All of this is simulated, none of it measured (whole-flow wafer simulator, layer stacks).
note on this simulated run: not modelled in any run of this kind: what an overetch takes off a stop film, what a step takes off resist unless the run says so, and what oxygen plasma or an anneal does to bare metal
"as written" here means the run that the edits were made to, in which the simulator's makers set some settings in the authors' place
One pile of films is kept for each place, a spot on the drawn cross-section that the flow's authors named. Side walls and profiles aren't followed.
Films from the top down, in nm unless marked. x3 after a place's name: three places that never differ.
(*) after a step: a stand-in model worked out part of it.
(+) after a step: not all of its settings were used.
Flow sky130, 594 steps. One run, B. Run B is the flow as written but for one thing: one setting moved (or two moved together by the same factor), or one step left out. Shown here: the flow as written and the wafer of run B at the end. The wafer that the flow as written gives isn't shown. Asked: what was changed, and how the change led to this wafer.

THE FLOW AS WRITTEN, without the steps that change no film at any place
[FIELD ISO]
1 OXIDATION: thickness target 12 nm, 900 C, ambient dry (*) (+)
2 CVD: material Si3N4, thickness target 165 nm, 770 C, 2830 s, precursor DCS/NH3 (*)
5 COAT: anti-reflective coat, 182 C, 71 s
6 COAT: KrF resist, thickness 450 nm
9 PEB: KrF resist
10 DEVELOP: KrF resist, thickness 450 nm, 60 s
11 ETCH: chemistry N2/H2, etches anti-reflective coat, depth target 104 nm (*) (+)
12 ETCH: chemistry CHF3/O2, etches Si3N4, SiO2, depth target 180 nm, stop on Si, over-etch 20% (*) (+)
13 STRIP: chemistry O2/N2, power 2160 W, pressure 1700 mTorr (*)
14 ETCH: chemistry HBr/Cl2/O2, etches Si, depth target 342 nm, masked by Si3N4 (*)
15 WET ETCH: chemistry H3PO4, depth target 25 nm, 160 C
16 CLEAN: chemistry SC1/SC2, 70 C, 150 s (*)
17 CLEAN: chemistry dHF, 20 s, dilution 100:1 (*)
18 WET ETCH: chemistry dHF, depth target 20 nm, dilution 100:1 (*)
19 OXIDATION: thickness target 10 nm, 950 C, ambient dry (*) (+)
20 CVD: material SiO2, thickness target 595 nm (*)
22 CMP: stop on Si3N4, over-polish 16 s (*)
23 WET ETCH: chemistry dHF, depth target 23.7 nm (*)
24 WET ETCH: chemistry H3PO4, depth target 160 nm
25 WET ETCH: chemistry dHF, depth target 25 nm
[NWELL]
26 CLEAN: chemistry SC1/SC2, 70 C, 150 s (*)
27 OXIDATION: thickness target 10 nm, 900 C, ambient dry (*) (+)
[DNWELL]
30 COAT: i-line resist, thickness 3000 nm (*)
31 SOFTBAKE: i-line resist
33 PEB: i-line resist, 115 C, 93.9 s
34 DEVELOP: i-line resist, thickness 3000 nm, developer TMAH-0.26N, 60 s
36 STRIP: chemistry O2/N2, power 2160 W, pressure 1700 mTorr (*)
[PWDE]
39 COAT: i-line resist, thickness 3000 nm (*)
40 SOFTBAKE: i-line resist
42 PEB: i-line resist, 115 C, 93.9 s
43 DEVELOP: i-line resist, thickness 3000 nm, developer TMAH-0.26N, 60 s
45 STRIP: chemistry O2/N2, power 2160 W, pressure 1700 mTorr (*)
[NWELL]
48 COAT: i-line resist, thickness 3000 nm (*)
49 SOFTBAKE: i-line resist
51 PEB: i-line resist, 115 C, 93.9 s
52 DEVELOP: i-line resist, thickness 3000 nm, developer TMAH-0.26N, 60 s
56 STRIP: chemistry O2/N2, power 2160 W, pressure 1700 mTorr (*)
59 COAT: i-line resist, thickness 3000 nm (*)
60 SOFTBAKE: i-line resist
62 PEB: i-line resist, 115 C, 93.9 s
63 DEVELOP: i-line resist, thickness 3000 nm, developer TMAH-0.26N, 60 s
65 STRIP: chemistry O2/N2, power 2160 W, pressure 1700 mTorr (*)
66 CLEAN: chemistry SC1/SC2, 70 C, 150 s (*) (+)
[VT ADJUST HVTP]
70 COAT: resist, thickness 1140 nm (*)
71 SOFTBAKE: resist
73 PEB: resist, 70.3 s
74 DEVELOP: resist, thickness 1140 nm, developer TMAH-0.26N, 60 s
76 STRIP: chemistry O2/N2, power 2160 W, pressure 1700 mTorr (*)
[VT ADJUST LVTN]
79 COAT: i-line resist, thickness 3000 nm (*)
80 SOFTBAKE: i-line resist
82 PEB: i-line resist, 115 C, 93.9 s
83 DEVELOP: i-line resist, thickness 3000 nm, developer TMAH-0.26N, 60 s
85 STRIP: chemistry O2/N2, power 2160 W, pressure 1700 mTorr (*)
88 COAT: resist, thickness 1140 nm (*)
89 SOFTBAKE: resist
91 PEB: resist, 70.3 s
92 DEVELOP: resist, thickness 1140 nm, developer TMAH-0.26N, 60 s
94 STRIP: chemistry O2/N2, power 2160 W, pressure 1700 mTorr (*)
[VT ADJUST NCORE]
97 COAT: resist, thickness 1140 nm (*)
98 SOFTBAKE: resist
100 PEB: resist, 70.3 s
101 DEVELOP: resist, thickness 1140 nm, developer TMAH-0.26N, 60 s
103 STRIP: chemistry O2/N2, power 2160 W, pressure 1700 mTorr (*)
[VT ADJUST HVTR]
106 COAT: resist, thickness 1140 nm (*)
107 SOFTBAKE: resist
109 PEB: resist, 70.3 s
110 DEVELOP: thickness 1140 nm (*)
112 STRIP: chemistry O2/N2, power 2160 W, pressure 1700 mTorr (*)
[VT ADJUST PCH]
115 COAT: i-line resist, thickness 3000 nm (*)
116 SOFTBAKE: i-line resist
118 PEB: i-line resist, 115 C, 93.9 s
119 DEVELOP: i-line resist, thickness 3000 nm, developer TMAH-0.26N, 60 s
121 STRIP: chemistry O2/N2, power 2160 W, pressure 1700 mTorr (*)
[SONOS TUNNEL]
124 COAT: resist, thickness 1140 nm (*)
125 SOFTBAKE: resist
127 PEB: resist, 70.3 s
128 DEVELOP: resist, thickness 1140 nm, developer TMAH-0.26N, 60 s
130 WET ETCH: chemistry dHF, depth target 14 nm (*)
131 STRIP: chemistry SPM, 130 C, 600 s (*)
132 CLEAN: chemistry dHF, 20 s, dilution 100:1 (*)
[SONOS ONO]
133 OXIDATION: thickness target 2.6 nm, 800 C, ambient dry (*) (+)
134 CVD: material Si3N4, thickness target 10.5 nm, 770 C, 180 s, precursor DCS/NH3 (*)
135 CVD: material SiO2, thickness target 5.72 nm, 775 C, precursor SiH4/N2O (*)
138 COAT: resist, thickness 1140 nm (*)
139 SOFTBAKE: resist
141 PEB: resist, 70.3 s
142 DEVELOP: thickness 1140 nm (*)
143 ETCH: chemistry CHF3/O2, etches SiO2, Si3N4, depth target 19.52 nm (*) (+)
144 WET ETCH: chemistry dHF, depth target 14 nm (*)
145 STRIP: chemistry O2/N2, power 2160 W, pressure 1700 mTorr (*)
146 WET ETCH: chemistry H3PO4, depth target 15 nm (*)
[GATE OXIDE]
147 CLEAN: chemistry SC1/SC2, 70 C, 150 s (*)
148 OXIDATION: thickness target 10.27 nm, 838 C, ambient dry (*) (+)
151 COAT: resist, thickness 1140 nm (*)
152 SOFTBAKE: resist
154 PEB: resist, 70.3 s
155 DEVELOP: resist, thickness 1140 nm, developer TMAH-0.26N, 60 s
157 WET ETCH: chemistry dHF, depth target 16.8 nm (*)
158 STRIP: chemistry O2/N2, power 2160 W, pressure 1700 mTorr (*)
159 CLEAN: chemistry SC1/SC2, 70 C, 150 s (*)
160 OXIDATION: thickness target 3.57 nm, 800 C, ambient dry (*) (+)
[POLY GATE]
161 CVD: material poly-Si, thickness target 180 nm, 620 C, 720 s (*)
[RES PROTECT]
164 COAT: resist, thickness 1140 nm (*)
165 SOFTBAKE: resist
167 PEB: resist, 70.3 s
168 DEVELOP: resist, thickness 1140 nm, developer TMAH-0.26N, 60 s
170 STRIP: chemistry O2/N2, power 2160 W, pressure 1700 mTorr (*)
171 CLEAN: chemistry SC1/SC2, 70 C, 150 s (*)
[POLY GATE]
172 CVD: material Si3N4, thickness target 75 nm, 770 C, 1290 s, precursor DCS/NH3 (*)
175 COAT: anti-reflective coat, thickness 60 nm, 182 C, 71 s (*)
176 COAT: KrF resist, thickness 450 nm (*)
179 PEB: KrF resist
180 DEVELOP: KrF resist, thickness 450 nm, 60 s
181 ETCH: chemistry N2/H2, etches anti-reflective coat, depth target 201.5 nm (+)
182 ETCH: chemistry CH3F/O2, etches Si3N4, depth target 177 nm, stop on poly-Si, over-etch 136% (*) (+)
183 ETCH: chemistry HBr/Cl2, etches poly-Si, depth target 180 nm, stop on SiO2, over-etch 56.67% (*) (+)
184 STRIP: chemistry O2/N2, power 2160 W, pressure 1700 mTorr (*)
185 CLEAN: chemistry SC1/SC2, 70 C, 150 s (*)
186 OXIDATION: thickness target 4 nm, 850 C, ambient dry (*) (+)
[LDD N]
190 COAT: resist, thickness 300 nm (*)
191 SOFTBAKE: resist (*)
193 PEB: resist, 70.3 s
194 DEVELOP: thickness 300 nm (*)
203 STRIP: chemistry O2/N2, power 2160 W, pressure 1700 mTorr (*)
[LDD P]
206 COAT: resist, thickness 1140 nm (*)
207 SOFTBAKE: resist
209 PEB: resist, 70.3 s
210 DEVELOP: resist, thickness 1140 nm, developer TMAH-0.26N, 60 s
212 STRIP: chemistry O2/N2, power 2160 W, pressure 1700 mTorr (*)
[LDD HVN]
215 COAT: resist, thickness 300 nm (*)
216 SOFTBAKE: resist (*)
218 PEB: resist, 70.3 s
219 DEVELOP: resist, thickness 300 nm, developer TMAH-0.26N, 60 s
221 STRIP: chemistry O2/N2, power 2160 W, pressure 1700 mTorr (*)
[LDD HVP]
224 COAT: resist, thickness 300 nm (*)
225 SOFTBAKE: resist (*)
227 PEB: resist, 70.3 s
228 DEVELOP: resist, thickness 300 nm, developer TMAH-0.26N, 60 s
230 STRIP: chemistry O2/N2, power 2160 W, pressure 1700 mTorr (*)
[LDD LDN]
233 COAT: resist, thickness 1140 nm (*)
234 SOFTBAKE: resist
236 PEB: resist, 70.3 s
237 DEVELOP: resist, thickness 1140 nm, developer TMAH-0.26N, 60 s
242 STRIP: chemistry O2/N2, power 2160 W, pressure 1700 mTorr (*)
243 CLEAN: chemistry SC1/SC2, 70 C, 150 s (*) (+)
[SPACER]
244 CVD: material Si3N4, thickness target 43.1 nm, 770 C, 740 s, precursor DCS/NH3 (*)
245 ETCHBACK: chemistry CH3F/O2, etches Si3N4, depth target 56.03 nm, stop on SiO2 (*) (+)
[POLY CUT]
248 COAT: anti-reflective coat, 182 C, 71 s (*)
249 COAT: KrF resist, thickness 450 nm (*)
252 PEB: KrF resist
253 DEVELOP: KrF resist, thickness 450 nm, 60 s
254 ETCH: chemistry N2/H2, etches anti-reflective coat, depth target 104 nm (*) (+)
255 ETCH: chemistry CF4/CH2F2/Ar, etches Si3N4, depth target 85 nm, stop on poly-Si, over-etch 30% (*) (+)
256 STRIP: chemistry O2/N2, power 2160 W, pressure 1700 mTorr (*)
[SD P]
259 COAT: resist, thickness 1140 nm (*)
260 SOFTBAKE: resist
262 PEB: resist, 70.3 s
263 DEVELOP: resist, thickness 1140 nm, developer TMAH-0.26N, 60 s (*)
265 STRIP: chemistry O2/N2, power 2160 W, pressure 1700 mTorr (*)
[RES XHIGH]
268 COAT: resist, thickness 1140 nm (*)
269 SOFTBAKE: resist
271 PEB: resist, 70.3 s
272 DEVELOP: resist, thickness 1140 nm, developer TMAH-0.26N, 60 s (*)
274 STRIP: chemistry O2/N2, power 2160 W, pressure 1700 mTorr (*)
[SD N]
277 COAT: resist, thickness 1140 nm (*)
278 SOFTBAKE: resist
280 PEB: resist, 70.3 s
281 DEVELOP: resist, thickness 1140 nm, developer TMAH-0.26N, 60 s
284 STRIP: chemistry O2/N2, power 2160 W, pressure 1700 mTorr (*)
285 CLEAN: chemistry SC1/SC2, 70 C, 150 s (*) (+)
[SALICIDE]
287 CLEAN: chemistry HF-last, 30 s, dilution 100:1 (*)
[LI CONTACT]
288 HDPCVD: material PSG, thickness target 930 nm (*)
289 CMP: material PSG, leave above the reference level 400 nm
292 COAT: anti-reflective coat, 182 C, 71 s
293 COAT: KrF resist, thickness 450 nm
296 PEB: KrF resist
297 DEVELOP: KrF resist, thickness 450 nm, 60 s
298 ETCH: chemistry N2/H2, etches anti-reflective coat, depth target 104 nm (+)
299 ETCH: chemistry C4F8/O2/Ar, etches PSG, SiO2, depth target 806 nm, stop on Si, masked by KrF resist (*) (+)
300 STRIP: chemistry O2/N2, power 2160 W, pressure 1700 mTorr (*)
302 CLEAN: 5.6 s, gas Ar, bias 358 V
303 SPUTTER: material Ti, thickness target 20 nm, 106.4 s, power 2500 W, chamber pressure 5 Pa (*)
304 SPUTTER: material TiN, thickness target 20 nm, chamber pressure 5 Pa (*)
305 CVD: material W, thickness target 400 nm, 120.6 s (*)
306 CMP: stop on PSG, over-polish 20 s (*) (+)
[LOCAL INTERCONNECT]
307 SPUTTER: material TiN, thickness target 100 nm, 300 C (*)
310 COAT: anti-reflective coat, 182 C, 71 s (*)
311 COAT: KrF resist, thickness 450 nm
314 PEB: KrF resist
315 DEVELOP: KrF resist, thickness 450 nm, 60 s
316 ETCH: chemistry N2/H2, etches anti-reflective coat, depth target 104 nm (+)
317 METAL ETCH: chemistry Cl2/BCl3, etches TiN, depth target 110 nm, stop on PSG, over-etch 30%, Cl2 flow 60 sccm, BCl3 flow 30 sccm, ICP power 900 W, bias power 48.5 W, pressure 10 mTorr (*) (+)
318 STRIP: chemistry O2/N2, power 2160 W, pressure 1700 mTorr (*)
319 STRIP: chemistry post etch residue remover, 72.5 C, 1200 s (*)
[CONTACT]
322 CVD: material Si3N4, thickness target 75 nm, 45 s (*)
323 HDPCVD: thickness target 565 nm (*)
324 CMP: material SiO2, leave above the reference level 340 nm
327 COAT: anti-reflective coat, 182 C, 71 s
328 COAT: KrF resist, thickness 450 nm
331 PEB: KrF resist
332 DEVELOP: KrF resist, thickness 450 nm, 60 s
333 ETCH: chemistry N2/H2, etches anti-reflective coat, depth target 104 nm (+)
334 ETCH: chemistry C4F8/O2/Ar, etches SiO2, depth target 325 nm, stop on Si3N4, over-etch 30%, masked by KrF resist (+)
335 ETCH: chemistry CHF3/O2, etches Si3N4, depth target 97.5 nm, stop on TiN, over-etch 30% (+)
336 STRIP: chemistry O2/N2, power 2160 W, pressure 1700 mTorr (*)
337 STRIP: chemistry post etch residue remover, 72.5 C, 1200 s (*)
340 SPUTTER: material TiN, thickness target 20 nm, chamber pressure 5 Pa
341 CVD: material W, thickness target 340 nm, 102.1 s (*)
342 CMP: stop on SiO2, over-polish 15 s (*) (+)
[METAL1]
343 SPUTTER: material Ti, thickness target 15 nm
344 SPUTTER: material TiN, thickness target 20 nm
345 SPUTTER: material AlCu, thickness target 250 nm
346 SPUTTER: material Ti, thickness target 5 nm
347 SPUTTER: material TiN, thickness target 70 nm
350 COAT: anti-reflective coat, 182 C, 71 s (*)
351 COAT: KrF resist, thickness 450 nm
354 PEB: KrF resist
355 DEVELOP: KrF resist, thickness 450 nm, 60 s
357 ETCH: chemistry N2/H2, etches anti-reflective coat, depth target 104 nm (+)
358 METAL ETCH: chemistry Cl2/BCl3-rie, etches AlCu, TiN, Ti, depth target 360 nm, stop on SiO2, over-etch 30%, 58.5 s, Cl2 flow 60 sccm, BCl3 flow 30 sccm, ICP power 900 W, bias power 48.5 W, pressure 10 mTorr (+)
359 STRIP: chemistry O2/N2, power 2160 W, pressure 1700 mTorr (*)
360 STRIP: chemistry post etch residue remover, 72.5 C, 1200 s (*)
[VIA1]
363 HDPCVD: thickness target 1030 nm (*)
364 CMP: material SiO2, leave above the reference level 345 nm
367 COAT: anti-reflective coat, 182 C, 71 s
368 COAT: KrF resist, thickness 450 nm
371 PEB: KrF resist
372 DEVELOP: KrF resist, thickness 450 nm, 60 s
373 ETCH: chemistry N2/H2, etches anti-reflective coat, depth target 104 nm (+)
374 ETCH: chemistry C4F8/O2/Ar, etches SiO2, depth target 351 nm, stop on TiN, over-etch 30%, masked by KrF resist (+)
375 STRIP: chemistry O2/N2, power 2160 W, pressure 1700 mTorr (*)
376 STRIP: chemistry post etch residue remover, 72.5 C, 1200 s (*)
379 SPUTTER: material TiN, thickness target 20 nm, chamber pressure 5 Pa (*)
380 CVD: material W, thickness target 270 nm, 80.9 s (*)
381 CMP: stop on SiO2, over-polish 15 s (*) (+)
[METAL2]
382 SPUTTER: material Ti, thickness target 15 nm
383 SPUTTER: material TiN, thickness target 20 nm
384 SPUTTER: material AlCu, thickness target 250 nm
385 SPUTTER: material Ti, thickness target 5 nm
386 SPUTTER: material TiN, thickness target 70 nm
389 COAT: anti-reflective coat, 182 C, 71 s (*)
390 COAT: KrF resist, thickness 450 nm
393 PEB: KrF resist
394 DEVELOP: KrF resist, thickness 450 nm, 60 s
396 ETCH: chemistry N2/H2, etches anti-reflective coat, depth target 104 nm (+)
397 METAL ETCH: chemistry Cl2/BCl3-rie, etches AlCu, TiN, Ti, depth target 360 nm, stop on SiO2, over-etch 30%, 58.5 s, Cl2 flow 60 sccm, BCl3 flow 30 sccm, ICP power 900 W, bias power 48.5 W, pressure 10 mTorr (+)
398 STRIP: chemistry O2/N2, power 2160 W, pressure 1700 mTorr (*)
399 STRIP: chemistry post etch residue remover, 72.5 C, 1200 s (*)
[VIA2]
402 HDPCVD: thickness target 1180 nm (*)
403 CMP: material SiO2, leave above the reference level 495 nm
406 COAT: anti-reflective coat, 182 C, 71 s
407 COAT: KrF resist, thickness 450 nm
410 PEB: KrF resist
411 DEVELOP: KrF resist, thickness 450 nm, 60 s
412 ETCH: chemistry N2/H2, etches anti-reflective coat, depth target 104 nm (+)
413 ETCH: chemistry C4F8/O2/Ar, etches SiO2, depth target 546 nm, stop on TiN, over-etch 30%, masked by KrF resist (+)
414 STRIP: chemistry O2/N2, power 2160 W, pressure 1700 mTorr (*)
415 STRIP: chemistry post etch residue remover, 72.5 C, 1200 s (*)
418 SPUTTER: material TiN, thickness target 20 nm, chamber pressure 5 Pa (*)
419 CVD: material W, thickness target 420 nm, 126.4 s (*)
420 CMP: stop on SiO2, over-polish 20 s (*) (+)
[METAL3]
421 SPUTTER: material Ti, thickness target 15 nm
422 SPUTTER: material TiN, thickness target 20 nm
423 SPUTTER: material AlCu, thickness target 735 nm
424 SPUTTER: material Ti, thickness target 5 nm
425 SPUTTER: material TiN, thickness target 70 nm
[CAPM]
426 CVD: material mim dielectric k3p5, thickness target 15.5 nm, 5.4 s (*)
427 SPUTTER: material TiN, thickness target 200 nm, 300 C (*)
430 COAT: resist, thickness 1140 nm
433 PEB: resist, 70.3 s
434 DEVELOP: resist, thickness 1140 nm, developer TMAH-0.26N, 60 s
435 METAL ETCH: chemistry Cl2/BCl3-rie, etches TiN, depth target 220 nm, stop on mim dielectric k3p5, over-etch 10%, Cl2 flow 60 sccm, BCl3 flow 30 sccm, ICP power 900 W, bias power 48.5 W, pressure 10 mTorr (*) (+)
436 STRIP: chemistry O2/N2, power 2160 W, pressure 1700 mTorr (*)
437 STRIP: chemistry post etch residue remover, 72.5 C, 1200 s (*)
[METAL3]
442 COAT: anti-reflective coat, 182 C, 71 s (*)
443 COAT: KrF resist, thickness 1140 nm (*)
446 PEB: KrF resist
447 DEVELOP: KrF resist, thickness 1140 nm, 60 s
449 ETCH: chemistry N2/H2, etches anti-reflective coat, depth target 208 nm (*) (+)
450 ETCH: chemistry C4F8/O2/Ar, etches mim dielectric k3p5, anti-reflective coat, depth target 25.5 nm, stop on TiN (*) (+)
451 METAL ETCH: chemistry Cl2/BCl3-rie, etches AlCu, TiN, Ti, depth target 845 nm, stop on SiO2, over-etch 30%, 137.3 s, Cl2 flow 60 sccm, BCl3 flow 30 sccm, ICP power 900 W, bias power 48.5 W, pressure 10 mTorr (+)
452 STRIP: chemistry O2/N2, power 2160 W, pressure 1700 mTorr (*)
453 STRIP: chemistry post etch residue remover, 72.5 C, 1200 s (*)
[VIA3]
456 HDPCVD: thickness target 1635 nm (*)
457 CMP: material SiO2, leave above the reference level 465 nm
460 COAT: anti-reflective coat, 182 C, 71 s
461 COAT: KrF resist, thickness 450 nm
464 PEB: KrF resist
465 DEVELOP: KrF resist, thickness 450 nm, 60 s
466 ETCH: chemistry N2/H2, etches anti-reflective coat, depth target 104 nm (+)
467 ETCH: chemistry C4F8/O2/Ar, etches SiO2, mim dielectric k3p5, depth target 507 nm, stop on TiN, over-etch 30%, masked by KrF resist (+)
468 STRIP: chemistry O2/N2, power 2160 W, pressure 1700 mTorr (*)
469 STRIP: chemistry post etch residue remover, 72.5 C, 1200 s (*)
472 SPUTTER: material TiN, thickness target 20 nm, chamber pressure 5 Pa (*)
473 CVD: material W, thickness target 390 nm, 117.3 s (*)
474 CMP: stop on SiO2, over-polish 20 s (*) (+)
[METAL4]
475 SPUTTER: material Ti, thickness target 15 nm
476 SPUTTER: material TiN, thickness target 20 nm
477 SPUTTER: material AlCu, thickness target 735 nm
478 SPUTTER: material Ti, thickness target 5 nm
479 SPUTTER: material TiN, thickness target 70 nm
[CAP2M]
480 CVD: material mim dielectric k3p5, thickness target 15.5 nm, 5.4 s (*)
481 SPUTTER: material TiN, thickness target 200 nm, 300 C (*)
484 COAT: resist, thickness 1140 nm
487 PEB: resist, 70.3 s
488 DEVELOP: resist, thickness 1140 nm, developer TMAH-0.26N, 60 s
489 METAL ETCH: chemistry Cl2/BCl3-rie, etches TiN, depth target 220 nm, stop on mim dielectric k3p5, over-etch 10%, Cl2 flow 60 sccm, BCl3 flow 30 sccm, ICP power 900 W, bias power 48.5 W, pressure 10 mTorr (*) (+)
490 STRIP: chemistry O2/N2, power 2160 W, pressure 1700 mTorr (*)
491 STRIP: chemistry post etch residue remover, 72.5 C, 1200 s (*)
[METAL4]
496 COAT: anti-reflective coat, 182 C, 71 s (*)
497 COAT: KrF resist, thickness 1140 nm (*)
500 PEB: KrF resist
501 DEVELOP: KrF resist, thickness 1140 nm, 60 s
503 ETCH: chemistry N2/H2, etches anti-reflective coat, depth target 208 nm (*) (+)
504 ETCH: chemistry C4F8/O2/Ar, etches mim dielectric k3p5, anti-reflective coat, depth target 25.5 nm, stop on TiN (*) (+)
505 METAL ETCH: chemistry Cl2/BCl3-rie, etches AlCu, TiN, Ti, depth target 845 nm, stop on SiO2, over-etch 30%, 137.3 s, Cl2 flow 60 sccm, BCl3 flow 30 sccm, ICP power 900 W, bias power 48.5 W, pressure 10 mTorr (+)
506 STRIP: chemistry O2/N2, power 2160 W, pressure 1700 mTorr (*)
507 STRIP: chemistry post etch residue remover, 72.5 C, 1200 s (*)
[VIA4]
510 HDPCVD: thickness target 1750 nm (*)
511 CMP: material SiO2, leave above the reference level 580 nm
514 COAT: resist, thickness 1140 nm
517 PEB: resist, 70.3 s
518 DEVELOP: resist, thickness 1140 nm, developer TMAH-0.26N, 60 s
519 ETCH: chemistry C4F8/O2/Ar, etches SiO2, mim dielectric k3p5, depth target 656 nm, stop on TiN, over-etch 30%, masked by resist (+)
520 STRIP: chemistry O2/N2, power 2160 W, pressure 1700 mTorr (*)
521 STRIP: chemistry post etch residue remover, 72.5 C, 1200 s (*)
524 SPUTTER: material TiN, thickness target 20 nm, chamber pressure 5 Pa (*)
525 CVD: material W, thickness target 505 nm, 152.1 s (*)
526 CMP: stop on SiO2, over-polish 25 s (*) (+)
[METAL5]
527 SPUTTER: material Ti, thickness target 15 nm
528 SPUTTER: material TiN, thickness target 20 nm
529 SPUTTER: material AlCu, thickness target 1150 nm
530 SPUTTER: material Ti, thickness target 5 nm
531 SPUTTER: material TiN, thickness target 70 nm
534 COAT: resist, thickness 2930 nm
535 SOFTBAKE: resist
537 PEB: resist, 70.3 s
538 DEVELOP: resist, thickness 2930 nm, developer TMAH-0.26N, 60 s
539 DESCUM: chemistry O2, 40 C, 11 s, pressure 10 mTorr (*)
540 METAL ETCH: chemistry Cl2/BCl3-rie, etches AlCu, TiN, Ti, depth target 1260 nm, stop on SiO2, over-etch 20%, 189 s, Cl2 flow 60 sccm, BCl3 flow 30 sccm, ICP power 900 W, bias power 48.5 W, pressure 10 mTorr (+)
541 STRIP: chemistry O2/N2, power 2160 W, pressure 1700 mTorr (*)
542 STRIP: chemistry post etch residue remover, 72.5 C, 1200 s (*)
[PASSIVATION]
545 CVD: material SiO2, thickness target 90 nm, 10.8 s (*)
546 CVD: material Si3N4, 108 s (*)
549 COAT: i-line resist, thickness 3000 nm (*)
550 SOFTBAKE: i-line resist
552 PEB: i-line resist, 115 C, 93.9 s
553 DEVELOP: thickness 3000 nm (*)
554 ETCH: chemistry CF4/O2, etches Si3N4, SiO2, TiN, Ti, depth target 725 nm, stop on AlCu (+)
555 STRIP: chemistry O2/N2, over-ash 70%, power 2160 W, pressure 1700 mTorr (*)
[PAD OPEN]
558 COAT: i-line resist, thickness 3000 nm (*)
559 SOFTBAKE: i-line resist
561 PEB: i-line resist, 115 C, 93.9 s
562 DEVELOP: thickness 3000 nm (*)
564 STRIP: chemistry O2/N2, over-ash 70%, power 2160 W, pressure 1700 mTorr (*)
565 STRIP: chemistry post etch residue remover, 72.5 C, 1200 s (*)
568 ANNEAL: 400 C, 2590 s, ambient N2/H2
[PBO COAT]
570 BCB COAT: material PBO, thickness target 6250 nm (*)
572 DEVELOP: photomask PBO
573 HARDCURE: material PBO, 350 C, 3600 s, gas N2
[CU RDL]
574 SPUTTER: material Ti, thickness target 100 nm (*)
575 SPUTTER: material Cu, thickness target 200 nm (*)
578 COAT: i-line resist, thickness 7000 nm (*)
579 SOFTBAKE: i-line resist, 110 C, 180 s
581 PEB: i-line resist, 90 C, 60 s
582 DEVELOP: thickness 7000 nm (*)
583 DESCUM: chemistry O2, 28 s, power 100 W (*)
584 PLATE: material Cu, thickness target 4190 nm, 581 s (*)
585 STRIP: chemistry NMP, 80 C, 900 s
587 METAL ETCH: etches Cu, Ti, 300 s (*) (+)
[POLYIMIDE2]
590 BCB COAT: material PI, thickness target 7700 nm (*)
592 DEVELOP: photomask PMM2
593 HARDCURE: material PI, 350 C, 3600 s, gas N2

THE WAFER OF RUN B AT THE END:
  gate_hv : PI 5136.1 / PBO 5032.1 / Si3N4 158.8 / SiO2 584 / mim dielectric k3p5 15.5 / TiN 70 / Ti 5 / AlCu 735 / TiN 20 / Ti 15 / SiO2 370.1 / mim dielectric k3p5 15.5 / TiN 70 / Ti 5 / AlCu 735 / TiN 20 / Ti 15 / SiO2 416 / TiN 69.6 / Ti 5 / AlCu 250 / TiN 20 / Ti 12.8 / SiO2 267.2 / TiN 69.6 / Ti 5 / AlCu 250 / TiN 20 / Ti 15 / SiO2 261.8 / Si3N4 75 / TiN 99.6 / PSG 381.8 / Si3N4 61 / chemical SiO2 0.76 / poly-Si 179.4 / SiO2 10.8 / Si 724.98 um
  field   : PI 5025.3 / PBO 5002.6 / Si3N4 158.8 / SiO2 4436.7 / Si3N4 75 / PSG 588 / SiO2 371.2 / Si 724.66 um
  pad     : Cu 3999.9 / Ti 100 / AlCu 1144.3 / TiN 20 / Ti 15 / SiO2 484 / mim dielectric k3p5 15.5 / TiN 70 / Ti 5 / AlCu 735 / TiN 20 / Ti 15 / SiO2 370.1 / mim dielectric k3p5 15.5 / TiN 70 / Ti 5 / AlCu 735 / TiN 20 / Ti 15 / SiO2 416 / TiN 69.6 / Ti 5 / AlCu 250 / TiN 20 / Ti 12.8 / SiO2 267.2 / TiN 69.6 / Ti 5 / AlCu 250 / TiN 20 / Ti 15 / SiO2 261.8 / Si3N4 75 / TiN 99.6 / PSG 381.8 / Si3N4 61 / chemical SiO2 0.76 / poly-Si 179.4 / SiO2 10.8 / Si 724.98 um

The cause: step 382, SPUTTER: thickness target 12.8 nm was run, where the flow has thickness target 15 nm.
It can be read off the wafer: gate_hv has Ti 12.8, and step 382 as written asks for 15 nm.

How the change led to this, step by step:
  382 SPUTTER: material Ti, thickness target 15 nm
      field, active, n_well and 188 more: Ti +12.8 (new film) (as written it would be: Ti +15 (new film))
  397 METAL ETCH: chemistry Cl2/BCl3-rie, etches AlCu, TiN, Ti, depth target 360 nm, stop on SiO2, over-etch 30%, 58.5 s, Cl2 flow 60 sccm, BCl3 flow 30 sccm, ICP power 900 W, bias power 48.5 W, pressure 10 mTorr (+)
      field, active, gate and 82 more: TiN -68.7 (all of it), Ti -5 (all of it), AlCu -250 (all of it), TiN -20 (all of it), Ti -12.8 (all of it), SiO2 -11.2 (as written it would be: TiN -68.7 (all of it), Ti -5 (all of it), AlCu -250 (all of it), TiN -20 (all of it), Ti -15 (all of it), SiO2 -10.9)
